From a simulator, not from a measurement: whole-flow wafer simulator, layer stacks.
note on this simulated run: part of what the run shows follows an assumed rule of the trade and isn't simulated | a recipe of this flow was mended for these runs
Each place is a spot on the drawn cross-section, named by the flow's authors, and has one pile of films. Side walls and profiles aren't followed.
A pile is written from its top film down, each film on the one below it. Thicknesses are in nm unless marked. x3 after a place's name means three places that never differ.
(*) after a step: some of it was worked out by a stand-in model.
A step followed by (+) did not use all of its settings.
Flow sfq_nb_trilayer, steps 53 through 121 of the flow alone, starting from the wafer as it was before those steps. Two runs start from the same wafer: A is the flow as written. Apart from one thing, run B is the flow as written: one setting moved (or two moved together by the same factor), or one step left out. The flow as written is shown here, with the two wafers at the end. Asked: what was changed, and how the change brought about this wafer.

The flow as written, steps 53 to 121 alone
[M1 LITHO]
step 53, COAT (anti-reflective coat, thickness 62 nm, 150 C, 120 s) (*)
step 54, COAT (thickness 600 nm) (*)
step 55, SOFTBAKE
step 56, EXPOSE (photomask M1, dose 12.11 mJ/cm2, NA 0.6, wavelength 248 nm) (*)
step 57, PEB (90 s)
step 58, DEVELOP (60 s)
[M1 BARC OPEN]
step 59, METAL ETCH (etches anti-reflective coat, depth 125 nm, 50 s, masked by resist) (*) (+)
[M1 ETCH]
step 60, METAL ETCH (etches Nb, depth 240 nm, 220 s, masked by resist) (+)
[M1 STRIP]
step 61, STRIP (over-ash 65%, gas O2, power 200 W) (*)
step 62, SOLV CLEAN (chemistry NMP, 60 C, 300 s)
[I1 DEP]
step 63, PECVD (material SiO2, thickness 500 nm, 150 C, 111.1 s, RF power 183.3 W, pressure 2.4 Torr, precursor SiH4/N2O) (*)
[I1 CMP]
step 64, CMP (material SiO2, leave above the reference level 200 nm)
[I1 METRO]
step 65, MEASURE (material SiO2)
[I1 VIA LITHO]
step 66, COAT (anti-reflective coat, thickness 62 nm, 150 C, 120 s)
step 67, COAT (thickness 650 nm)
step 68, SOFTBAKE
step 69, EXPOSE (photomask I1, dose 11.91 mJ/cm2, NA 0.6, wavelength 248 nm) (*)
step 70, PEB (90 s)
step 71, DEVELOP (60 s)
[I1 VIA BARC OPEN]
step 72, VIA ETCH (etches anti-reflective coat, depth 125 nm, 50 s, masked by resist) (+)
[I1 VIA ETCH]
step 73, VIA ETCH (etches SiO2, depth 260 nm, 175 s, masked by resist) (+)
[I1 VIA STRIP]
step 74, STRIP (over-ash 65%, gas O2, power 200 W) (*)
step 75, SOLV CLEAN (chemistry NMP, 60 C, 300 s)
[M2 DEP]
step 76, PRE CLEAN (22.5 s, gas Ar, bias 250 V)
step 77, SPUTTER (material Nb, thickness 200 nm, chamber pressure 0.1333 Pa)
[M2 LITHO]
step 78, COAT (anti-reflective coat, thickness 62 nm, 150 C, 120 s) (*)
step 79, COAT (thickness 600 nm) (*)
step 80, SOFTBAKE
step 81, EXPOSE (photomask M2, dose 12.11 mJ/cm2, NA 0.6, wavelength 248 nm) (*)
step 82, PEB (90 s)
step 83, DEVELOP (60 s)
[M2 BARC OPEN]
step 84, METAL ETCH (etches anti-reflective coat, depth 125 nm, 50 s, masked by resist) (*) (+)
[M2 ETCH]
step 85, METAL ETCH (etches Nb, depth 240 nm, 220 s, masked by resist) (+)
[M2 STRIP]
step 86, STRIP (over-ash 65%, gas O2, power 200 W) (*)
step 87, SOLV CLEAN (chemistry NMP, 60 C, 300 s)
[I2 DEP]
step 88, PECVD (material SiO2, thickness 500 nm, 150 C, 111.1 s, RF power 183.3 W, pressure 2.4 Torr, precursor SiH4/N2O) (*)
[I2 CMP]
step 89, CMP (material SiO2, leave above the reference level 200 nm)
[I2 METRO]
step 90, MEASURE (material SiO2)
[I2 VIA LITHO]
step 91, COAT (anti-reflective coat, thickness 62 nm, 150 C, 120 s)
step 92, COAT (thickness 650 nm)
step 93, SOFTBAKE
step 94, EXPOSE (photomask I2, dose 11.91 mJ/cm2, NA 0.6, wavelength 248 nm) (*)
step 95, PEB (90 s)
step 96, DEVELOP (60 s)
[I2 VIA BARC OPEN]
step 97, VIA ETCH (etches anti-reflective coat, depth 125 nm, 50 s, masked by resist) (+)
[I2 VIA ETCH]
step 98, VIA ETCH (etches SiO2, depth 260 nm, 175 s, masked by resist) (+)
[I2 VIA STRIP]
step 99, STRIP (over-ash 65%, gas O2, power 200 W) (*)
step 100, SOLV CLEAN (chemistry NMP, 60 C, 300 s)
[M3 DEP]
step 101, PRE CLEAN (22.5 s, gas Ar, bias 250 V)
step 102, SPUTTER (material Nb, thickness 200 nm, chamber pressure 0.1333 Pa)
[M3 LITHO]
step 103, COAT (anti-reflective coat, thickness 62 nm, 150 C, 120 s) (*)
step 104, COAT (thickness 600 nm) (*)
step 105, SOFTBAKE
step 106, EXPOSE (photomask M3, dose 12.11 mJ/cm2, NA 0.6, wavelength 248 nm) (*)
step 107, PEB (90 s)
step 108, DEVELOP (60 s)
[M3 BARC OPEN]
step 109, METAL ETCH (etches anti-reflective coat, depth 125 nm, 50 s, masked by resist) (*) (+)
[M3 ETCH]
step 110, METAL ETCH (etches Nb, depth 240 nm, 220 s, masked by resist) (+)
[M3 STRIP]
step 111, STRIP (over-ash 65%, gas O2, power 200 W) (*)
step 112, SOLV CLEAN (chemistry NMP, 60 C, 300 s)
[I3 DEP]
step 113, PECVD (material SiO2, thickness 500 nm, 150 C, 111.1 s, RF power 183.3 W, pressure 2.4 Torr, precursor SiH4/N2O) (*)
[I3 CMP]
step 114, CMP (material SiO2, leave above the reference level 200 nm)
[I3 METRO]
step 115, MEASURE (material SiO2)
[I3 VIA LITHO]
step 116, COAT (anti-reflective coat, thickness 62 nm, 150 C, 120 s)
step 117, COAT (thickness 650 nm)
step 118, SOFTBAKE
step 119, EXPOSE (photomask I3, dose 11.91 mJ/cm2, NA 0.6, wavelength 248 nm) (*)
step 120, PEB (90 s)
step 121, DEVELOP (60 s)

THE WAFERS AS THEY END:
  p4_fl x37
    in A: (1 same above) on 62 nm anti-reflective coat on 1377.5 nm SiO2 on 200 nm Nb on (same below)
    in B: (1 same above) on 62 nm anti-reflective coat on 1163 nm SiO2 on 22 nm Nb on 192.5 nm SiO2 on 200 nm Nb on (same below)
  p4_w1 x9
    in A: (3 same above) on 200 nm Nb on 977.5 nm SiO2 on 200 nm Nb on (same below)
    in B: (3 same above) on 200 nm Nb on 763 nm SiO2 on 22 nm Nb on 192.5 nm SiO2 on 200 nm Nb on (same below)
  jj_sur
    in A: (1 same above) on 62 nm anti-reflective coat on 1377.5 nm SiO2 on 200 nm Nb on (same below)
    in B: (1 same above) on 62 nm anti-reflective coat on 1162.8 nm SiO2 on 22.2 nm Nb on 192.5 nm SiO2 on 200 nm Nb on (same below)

The reason: step 59, METAL ETCH: etches anti-reflective coat, depth 125 nm, 50 s, masked by resist (*) (+), was skipped.

The path from the change to this, step by step:
  step 60, METAL ETCH (etches Nb, depth 240 nm, 220 s, masked by resist) (+)
      p4_fl x37, p4_w1 x9, p4_g1 x8, wl_d_sl x2, l0r_line_l x3, m0r_space_l x2: A Nb loses 200 (all of it), SiO2 loses 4 | B anti-reflective coat loses 62 (all of it), Nb loses 178
      res, r_end, moat and 7 more: A Nb loses 200 (all of it), SiO2 loses 4 | B anti-reflective coat loses 62.3 (all of it), Nb loses 177.7
      (and at 11 other places as well)
  step 61, STRIP (over-ash 65%, gas O2, power 200 W) (*)
      wl_j_sl x15, wl_d_m1: A KrF-resist-other-grade loses 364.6 (all of it), anti-reflective coat loses 62 (all of it) | B KrF-resist-other-grade loses 434 (all of it), anti-reflective coat loses 62 (all of it)
      v_sur: A KrF-resist-other-grade loses 361.9 (all of it), anti-reflective coat loses 45.6 (all of it) | B KrF-resist-other-grade loses 431.3 (all of it), anti-reflective coat loses 45.6 (all of it)
      (and at 7 other places as well)
  step 63, PECVD (material SiO2, thickness 500 nm, 150 C, 111.1 s, RF power 183.3 W, pressure 2.4 Torr, precursor SiH4/N2O) (*)
      field_l, be, be_sur and 72 more: A SiO2 gains 500 | B SiO2 gains 500 (new film)
      lsp_m, ln_m6, lsp_r, l0_sur, l0v: A SiO2 gains 494.8 | B SiO2 gains 500 (new film)
      (and at 2 other places as well)
  step 64, CMP (material SiO2, leave above the reference level 200 nm)
      p4_fl x37, p4_w1 x9, p4_g1 x8, l0r_line_l x3, m0r_space_l x2: A SiO2 loses 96 | B SiO2 loses 122
      jj_sur, ce_l, c5j, ce_r, sp_r, be_r, r_sur: A SiO2 loses 96 | B SiO2 loses 122.2
      (and at 14 other places as well)
If metal films that touch count as one body, p4_fl x37 has 2 bodies (between them, from the top down: SiO2 192.5); the flow as written gives 1 body.
If metal films that touch count as one body, p4_w1 x9 has 3 bodies (between them, from the top down: SiO2 763; SiO2 192.5); the flow as written gives 2 bodies (between them, from the top down: SiO2 977.5).
If metal films that touch count as one body, jj_sur has 2 bodies (between them, from the top down: SiO2 192.5); the flow as written gives 1 body.
